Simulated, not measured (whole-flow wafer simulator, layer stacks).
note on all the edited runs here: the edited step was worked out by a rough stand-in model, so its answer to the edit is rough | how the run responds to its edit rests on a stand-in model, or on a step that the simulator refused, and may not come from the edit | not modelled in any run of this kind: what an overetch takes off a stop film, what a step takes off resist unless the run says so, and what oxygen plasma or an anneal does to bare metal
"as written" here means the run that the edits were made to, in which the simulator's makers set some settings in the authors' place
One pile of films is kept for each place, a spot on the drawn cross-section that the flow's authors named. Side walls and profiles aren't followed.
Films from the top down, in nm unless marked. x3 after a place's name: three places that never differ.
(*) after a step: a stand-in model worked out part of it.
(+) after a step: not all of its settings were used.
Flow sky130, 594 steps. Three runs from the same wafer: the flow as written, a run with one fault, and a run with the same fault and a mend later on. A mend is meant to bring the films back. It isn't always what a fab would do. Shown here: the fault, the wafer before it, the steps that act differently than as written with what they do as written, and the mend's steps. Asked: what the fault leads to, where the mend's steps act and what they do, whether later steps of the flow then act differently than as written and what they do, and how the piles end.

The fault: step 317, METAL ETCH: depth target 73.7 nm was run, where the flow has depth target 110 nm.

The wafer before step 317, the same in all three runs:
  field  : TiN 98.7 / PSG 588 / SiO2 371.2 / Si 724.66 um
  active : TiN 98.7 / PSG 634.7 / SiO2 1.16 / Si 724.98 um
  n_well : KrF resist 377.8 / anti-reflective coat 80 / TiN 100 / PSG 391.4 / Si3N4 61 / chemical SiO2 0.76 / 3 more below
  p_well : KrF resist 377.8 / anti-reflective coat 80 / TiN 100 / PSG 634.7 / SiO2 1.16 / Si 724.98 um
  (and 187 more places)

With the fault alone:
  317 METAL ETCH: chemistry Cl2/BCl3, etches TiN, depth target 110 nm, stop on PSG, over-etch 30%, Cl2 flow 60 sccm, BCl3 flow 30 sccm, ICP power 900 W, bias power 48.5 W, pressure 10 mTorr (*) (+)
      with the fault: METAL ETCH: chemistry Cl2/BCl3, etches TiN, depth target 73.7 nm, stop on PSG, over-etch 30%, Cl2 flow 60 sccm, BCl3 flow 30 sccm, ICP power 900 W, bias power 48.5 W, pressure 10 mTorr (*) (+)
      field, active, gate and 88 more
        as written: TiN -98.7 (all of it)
        with the fault: TiN -73.7
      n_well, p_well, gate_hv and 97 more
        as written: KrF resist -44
        with the fault: KrF resist -29.5
  Later steps of the flow that act differently than as written (20 more steps differ only slightly, by at most 2% or 0.5 nm, whichever is larger, and aren't shown):
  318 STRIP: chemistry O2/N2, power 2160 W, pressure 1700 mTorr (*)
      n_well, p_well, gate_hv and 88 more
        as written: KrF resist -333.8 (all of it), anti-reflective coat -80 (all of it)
        with the fault: KrF resist -348.3 (all of it), anti-reflective coat -80 (all of it)
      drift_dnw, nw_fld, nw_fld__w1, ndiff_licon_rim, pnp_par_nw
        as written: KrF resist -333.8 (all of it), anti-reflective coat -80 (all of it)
        with the fault: KrF resist -348.4 (all of it), anti-reflective coat -80 (all of it)
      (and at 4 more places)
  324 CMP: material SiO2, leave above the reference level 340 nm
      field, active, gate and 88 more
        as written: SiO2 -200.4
        with the fault: SiO2 -225
  At the end the piles differ from the flow's by more than 2% or 0.5 nm, whichever is larger, at field, active, gate and 90 more.
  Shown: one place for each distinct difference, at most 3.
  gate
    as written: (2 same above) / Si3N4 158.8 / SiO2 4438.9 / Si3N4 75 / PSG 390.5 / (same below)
    with the fault: (2 same above) / Si3N4 158.8 / SiO2 4414.4 / Si3N4 75 / TiN 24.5 / PSG 390.5 / (same below)
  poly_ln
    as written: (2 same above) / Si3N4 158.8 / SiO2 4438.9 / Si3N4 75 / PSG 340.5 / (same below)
    with the fault: (2 same above) / Si3N4 158.8 / SiO2 4414.4 / Si3N4 75 / TiN 24.5 / PSG 340.5 / (same below)
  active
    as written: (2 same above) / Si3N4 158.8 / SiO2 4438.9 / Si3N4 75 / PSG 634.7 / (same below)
    with the fault: (2 same above) / Si3N4 158.8 / SiO2 4414.4 / Si3N4 75 / TiN 24.5 / PSG 634.7 / (same below)

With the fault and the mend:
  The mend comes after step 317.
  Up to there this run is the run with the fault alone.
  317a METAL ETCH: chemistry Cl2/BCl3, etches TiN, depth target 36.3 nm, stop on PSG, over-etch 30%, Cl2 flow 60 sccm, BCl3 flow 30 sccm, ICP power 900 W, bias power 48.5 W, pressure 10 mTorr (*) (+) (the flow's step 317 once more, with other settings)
      n_well, p_well, gate_hv and 97 more
        KrF resist -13
      field, active, gate and 88 more
        TiN -25 (all of it)
  No later step of the flow acts differently than as written, at any place that is followed, by more than 2% or 0.5 nm, whichever is larger.
  At the end the piles are the same as the flow's at every place that both follow.
